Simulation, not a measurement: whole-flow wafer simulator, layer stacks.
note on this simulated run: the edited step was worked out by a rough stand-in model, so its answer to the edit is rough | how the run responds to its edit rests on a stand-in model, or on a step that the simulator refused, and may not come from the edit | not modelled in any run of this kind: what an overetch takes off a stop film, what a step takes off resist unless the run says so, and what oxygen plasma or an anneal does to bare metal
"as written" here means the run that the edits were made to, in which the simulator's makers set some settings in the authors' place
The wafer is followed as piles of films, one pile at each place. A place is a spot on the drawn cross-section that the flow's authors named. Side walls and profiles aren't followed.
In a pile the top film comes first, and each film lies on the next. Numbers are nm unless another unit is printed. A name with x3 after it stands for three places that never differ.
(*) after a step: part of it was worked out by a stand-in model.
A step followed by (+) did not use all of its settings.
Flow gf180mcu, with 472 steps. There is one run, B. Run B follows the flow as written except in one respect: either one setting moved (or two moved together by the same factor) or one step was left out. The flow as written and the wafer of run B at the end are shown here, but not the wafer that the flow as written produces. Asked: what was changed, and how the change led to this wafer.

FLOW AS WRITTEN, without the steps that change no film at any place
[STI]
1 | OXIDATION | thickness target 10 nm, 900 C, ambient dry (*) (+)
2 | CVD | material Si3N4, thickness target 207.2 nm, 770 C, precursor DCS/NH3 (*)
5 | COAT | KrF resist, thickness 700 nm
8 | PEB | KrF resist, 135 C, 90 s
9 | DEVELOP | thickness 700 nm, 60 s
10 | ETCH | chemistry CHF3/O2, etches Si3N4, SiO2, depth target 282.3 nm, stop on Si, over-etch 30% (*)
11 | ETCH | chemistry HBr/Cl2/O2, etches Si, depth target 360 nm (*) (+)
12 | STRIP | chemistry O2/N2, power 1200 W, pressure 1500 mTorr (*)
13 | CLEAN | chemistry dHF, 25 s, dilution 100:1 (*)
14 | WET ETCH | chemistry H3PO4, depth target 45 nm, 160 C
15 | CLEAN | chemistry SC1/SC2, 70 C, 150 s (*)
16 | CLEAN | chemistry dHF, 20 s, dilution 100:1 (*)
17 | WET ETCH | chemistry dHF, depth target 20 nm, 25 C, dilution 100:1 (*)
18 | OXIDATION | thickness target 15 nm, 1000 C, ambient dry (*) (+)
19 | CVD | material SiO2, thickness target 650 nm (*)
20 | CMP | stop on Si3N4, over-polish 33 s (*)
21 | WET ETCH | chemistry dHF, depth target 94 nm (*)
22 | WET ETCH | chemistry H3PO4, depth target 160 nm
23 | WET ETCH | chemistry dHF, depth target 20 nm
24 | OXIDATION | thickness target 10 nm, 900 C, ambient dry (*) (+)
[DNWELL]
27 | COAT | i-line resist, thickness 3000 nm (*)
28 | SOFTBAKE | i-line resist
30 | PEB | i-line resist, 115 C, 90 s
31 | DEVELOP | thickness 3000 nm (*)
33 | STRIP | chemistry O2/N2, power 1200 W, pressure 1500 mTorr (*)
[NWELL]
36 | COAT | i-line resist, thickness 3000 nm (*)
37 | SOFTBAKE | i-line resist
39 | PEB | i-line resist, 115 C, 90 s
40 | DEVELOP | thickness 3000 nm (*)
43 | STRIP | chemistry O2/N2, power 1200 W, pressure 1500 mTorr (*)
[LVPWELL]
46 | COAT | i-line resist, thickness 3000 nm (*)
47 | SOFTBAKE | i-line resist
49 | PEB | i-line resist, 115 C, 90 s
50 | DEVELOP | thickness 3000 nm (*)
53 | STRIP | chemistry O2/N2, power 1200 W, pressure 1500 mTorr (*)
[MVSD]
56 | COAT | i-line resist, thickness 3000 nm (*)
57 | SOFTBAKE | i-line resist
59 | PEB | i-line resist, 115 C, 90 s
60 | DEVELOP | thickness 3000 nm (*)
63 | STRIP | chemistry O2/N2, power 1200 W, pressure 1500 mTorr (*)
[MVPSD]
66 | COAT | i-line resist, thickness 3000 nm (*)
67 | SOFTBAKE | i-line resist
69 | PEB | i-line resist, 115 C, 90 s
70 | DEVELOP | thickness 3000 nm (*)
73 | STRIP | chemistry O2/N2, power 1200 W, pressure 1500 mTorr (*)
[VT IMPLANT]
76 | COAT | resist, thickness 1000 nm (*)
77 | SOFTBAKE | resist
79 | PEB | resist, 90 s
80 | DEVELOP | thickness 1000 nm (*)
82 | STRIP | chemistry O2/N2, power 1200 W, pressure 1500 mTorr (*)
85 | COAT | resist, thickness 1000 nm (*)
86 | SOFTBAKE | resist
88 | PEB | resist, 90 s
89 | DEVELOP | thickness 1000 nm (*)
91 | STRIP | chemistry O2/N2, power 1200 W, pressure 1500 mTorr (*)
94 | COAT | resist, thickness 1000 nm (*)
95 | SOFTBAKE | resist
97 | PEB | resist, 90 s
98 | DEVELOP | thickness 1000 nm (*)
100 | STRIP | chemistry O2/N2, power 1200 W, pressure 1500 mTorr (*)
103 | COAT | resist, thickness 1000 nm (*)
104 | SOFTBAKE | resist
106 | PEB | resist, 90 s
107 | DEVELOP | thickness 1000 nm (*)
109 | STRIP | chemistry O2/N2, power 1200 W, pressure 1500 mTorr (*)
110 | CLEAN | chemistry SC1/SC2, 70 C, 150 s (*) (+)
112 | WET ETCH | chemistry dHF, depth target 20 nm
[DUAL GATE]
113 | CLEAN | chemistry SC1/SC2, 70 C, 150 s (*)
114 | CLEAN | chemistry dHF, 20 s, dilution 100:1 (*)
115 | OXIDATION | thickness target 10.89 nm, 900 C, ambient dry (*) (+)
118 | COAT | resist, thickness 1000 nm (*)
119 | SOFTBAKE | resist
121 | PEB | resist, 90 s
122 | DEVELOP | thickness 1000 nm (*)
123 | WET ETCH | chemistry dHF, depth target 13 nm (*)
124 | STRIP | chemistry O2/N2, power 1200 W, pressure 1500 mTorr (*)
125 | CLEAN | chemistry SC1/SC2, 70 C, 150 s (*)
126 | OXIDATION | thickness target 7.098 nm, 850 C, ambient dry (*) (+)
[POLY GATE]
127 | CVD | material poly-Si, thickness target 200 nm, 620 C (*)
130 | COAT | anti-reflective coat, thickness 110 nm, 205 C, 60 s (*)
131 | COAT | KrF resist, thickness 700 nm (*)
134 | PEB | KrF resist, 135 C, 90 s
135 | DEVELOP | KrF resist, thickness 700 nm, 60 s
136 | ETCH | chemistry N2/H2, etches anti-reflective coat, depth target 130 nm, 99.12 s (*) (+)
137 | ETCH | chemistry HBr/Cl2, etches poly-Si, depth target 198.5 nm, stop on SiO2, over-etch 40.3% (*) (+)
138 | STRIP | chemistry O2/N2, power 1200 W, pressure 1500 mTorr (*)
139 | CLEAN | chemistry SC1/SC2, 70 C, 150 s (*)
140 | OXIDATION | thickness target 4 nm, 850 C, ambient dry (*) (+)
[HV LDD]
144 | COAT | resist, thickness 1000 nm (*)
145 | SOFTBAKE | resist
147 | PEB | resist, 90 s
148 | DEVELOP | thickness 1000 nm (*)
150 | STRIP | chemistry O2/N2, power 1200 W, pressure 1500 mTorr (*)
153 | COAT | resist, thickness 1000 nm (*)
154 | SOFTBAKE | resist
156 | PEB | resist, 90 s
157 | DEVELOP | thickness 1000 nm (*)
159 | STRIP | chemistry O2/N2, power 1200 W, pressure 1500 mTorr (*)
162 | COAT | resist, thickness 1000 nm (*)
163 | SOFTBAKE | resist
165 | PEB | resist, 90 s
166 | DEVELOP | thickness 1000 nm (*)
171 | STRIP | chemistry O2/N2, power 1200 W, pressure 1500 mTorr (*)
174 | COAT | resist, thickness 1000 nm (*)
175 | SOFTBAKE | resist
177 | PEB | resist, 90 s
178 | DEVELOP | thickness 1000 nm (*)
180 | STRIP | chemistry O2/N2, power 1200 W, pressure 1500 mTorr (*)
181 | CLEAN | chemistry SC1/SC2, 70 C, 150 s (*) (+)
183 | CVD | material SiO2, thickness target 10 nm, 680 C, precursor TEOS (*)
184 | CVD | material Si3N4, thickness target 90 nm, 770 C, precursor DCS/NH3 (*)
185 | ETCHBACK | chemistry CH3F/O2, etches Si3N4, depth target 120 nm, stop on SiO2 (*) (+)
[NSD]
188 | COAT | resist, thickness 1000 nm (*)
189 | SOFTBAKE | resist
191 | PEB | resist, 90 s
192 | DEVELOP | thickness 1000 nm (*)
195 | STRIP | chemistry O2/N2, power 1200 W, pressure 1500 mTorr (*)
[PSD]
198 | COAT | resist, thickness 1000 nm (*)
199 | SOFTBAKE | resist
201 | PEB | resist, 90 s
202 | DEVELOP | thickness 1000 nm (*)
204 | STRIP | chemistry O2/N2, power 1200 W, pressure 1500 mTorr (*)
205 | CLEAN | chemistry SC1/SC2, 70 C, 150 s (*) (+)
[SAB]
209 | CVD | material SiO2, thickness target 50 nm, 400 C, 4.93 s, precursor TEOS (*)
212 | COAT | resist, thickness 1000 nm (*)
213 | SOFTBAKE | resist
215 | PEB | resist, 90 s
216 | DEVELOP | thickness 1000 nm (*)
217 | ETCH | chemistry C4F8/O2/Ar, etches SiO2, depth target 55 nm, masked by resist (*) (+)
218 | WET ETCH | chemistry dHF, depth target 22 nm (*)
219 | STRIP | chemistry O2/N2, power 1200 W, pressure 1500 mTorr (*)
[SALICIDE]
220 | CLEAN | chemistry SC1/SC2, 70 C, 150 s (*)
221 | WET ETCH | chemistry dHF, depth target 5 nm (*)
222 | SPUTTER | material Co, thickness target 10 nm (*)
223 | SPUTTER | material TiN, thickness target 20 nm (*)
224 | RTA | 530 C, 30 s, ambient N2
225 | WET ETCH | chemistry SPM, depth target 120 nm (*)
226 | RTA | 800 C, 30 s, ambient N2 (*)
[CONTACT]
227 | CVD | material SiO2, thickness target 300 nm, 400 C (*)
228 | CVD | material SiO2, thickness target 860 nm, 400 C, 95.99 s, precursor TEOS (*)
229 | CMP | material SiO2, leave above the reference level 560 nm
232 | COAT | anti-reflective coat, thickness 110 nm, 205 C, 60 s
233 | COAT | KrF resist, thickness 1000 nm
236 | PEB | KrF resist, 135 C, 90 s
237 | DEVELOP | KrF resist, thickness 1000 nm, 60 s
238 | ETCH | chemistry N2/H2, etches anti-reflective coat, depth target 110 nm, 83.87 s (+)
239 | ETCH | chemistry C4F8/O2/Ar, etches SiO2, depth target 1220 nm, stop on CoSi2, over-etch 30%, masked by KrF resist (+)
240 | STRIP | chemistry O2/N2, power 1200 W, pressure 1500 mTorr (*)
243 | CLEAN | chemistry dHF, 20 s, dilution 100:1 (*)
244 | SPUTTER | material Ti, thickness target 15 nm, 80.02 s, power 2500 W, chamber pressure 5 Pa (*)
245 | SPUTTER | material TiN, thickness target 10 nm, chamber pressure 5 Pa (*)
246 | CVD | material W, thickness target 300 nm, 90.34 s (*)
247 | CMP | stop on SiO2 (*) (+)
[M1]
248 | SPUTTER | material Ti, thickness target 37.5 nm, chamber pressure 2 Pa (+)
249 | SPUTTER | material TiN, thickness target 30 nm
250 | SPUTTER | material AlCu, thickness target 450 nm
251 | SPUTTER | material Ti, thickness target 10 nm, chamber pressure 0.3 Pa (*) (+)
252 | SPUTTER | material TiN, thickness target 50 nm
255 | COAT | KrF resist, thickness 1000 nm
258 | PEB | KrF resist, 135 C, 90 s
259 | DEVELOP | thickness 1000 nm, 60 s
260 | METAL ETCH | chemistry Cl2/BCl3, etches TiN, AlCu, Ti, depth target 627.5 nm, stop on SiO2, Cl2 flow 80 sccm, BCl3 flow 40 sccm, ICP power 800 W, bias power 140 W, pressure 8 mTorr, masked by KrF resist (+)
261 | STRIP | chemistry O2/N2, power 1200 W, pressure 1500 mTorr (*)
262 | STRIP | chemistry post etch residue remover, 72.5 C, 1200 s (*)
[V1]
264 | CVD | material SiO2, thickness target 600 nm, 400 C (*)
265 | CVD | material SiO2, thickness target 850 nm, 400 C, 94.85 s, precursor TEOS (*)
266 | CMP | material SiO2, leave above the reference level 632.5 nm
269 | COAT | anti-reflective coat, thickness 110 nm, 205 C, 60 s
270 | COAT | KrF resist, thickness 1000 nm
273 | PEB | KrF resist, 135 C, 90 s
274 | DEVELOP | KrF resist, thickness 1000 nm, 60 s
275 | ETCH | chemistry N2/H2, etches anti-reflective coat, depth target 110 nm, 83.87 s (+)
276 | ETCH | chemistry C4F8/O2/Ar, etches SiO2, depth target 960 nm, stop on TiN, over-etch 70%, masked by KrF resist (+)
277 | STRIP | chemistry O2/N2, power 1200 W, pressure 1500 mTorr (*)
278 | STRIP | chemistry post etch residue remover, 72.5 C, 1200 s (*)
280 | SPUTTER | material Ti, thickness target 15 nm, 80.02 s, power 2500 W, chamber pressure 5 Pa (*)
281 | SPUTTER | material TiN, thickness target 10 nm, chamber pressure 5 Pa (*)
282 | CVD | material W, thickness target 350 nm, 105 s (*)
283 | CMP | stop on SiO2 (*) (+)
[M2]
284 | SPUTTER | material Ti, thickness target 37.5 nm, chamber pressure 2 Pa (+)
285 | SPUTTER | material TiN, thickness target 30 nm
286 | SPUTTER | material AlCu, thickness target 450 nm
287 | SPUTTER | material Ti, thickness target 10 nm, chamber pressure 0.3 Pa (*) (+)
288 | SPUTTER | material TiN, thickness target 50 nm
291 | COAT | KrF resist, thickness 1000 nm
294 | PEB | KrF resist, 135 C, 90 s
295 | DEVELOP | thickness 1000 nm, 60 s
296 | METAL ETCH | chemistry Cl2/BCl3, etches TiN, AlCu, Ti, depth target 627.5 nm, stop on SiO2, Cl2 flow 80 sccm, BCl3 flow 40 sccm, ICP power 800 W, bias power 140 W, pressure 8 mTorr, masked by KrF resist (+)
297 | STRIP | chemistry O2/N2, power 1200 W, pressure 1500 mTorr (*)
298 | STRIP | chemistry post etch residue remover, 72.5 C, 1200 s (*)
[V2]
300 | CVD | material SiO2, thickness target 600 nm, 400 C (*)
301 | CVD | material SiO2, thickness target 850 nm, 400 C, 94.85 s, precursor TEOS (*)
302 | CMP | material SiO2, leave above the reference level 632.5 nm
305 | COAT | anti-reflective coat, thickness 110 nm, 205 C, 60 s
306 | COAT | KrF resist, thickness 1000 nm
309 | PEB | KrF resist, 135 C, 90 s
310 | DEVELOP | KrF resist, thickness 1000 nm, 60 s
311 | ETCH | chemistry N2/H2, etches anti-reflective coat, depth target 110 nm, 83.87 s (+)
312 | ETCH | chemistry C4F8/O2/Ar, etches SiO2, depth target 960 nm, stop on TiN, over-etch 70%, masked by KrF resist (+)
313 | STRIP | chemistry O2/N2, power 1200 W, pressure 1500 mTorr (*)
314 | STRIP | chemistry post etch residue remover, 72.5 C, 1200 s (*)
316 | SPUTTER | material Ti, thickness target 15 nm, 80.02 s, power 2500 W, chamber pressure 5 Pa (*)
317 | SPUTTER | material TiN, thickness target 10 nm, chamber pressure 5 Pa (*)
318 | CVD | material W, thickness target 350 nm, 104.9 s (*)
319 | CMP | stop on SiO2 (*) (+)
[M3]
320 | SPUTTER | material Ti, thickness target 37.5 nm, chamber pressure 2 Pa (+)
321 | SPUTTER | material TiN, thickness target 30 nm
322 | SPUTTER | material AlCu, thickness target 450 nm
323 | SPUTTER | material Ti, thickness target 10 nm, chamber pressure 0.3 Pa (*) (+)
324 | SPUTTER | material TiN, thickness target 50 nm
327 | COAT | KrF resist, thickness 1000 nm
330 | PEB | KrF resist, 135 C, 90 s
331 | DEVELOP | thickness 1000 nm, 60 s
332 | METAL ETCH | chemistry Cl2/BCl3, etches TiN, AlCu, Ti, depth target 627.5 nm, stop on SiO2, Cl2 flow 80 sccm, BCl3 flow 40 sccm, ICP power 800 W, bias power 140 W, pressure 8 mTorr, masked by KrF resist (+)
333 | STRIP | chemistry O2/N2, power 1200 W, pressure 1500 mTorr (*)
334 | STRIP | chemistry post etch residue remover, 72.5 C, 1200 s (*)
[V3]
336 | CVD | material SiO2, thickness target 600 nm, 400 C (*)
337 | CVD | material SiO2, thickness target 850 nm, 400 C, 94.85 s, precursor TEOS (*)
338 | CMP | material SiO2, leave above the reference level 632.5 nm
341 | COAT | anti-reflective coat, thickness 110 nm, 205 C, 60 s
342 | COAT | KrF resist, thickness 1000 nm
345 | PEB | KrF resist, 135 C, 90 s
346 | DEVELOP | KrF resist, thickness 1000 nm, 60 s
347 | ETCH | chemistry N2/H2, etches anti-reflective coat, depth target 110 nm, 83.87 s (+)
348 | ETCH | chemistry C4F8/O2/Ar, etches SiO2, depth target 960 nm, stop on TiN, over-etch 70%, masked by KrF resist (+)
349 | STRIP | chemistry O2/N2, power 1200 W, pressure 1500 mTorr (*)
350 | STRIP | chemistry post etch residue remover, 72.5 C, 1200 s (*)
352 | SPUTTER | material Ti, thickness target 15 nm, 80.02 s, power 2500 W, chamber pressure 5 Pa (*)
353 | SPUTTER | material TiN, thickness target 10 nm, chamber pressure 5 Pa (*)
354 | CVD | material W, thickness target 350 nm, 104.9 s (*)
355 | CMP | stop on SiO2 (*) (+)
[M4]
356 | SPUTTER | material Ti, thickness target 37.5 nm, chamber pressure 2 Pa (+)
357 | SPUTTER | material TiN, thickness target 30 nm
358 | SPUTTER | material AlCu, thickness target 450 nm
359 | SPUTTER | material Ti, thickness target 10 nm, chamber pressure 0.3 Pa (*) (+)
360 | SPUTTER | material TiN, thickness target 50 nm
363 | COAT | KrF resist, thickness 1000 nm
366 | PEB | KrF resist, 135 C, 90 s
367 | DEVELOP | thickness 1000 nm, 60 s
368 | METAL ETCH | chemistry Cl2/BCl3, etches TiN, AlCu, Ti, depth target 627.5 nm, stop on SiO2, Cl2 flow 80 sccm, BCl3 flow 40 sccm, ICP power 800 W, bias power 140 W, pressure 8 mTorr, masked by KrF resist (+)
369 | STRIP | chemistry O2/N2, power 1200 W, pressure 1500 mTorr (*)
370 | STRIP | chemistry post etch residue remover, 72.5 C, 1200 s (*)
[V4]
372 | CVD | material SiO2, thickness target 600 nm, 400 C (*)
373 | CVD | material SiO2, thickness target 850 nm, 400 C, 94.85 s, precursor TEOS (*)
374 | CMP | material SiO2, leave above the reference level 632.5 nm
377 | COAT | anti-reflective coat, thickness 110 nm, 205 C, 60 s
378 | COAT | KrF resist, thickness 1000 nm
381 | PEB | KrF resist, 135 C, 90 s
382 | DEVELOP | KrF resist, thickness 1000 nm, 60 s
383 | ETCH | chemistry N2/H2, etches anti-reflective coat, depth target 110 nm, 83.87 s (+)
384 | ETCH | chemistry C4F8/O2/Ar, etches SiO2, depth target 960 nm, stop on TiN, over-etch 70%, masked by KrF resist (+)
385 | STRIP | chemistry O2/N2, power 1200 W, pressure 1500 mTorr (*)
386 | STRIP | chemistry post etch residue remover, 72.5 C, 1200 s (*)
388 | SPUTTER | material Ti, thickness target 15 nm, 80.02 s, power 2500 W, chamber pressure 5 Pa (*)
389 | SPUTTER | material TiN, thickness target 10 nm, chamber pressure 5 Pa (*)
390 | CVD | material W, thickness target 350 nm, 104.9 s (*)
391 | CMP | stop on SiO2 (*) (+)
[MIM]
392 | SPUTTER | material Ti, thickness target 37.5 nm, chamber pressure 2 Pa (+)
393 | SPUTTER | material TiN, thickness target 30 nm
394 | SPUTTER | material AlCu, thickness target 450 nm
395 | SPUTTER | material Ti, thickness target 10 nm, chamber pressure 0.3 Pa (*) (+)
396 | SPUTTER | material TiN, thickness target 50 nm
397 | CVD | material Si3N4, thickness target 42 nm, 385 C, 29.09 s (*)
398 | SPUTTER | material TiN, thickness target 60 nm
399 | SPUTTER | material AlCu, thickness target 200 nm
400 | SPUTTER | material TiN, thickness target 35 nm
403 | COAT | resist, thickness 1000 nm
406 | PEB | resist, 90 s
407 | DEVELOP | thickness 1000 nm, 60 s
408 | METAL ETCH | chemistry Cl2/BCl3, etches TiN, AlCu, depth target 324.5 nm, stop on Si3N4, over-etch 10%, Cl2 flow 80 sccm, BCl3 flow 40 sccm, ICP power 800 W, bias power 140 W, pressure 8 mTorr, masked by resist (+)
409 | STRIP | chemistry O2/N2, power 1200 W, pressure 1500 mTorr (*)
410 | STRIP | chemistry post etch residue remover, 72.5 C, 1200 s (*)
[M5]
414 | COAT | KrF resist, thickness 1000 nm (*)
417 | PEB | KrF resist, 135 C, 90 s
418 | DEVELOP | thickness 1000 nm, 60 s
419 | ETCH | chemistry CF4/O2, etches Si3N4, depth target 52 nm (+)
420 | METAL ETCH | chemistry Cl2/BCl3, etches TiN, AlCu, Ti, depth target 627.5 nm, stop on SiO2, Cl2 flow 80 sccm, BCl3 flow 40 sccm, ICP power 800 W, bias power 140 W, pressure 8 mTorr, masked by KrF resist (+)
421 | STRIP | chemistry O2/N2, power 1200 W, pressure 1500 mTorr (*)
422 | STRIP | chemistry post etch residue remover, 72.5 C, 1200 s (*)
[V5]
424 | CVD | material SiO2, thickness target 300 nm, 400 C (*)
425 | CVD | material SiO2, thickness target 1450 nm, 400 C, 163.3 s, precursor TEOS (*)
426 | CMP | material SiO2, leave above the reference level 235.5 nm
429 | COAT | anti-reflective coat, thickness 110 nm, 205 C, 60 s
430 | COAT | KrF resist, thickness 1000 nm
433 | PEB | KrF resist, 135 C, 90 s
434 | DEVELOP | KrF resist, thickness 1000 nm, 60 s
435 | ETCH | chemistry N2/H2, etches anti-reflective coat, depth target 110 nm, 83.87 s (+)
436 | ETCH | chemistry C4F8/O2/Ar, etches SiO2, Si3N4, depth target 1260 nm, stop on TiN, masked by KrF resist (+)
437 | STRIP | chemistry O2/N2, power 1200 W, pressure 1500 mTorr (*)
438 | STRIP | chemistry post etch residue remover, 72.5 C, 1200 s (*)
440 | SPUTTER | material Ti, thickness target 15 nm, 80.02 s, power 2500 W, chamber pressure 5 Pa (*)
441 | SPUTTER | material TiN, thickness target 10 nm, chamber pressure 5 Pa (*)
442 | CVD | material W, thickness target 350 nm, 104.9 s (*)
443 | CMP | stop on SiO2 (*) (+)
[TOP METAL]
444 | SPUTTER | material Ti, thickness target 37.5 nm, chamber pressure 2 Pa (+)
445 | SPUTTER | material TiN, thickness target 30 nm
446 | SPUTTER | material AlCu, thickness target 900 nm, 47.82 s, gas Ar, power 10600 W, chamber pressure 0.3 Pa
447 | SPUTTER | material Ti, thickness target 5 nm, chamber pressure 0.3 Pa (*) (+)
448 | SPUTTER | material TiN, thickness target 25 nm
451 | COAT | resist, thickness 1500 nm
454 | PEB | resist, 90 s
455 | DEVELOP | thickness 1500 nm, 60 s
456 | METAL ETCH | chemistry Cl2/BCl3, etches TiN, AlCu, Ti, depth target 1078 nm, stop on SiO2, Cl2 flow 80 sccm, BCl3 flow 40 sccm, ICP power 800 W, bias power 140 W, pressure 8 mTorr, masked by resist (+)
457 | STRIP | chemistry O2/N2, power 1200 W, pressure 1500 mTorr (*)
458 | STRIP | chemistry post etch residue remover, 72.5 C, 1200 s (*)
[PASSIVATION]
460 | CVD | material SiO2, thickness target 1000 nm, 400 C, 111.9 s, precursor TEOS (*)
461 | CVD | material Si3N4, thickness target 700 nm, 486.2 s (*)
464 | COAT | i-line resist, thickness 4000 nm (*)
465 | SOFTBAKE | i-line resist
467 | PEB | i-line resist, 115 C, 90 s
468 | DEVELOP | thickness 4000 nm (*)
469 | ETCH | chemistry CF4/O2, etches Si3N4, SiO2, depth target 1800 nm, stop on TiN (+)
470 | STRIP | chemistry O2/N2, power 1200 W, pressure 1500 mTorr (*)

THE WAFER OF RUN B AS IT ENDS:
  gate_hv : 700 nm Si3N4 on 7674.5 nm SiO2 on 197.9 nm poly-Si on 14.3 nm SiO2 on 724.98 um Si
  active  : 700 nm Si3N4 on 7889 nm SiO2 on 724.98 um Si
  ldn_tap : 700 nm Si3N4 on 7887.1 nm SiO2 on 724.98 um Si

What caused this: step 185, ETCHBACK: depth target 87.17 nm was run, though the flow has depth target 120 nm.

Step by step, how the change led to this:
  185 | ETCHBACK | chemistry CH3F/O2, etches Si3N4, depth target 120 nm, stop on SiO2 (*) (+)
      field, field__w1, field__w2 and 100 more: -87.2 Si3N4 (it would be, as written: -90 Si3N4 (all of it), -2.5 SiO2)
  189 | SOFTBAKE | resist
      field__w9: -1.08 resist (it would be, as written: +1.85 resist)
      nw_enc_fld_lv: +1.62 resist (it would be, as written: +0.58 resist)
  199 | SOFTBAKE | resist
      field__w9: -1.08 resist (it would be, as written: +1.85 resist)
      nw_enc_fld_lv: +1.62 resist (it would be, as written: +0.58 resist)
  205 | CLEAN | chemistry SC1/SC2, 70 C, 150 s (*) (+)
      field, field__w1, field__w2 and 105 more: -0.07 Si3N4 (it would be, as written: -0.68 SiO2)
  209 | CVD | material SiO2, thickness target 50 nm, 400 C, 4.93 s, precursor TEOS (*)
      field, field__w7, field__w8 and 73 more: +50 SiO2 (new film) (it would be, as written: +50 SiO2)
      field_sub__w1, field_sub__w3, field_sub__w4, field_sub__w5, ld_drift_n: +48.8 SiO2 (new film) (it would be, as written: +48.9 SiO2)
      (and at 27 other places as well)
  217 | ETCH | chemistry C4F8/O2/Ar, etches SiO2, depth target 55 nm, masked by resist (*) (+)
      field, field__w7, field__w8 and 70 more: -50 SiO2 (all of it), -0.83 Si3N4 (it would be, as written: -55 SiO2)
      field_sub__w1, field_sub__w3, field_sub__w4, field_sub__w5, ld_drift_n: -48.8 SiO2 (all of it), -1.03 Si3N4 (it would be, as written: -55 SiO2)
      (and at 21 other places as well)
  218 | WET ETCH | chemistry dHF, depth target 22 nm (*)
      gate, gate_hv, gate_p and 22 more: -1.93 Si3N4 (all of it), -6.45 SiO2 (it would be, as written: -5.48 SiO2 (all of it))
      field__w7, field__w8, field__w11 and 14 more: -1.93 Si3N4 (all of it), -6.45 SiO2 (it would be, as written: -24.6 SiO2)
      (and at 57 other places as well)
  219 | STRIP | chemistry O2/N2, power 1200 W, pressure 1500 mTorr (*)
      gate, gate_hv, gate_p and 23 more: nothing (it would be, as written: +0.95 chemical SiO2 (new film), -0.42 poly-Si)
      active, p_well, sd_n and 20 more: nothing (it would be, as written: +0.95 chemical SiO2 (new film), -0.42 Si)
  220 | CLEAN | chemistry SC1/SC2, 70 C, 150 s (*)
      gate, gate_hv, gate_p and 23 more: -0.68 SiO2 (it would be, as written: -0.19 chemical SiO2, -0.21 poly-Si)
      active, p_well, sd_n and 17 more: -0.68 SiO2 (it would be, as written: -0.19 chemical SiO2, -0.21 Si)
      (and at 1 other place as well)
  221 | WET ETCH | chemistry dHF, depth target 5 nm (*)
      active, p_well, gate and 37 more: -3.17 SiO2 (it would be, as written: -0.76 chemical SiO2 (all of it))
      active_nat, ld_sd_n, ld_drn_p: -2.51 SiO2 (it would be, as written: -0.76 chemical SiO2 (all of it))
      (and at 6 other places as well)
  222 | SPUTTER | material Co, thickness target 10 nm (*)
      field__w12: +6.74 Co (new film) (it would be, as written: +6.15 Co (new film))
  223 | SPUTTER | material TiN, thickness target 20 nm (*)
      ld_drift_p: +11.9 TiN (new film) (it would be, as written: +10.9 TiN (new film))
      ld_drn_p: +15.8 TiN (new film) (it would be, as written: +16.4 TiN (new film))
  224 | RTA | 530 C, 30 s, ambient N2
      gate, gate_hv, gate_p and 22 more: nothing (it would be, as written: under 1 film: +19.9 CoSi (new film), -10 Co (all of it), -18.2 poly-Si)
      active, p_well, sd_n and 11 more: nothing (it would be, as written: under 1 film: +19.9 CoSi (new film), -10 Co (all of it), -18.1 Si)
      (and at 10 other places as well)
  225 | WET ETCH | chemistry SPM, depth target 120 nm (*)
      active, p_well, gate and 36 more: -20 TiN (all of it), -10 Co (all of it) (it would be, as written: -20 TiN (all of it))
      sd_p: -17.9 TiN (all of it), -9.09 Co (all of it) (it would be, as written: -17.9 TiN (all of it))
      (and at 11 other places as well)
  226 | RTA | 800 C, 30 s, ambient N2 (*)
      gate, gate_hv, gate_p and 22 more: nothing (it would be, as written: +35 CoSi2 (new film), -19.9 CoSi (all of it), -18.2 poly-Si)
      active, p_well, sd_n and 11 more: nothing (it would be, as written: +35 CoSi2 (new film), -19.9 CoSi (all of it), -18.1 Si)
      (and at 10 other places as well)
  227 | CVD | material SiO2, thickness target 300 nm, 400 C (*)
      active, p_well, gate and 46 more: +300 SiO2 (it would be, as written: +300 SiO2 (new film))
  ... 5 further steps ...
  471 | ANNEAL | 400 C, 1800 s, ambient N2/H2
      polyc_n, polyc_p: under 9 films: +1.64 void (new film), -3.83 Ti, +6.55 TiSi first (new film), -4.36 poly-Si (it would be, as written: nothing)
      contact: under 49 films: +1.62 void (new film), -3.83 Ti, +6.55 TiSi first (new film), -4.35 Si (it would be, as written: nothing)
Taking metal films that touch as one body, gate_hv has 0 bodies; the flow as written gives 1 body.
Taking metal films that touch as one body, active has 0 bodies; the flow as written gives 1 body.
Taking metal films that touch as one body, ldn_tap has 0 bodies; the flow as written gives 1 body.
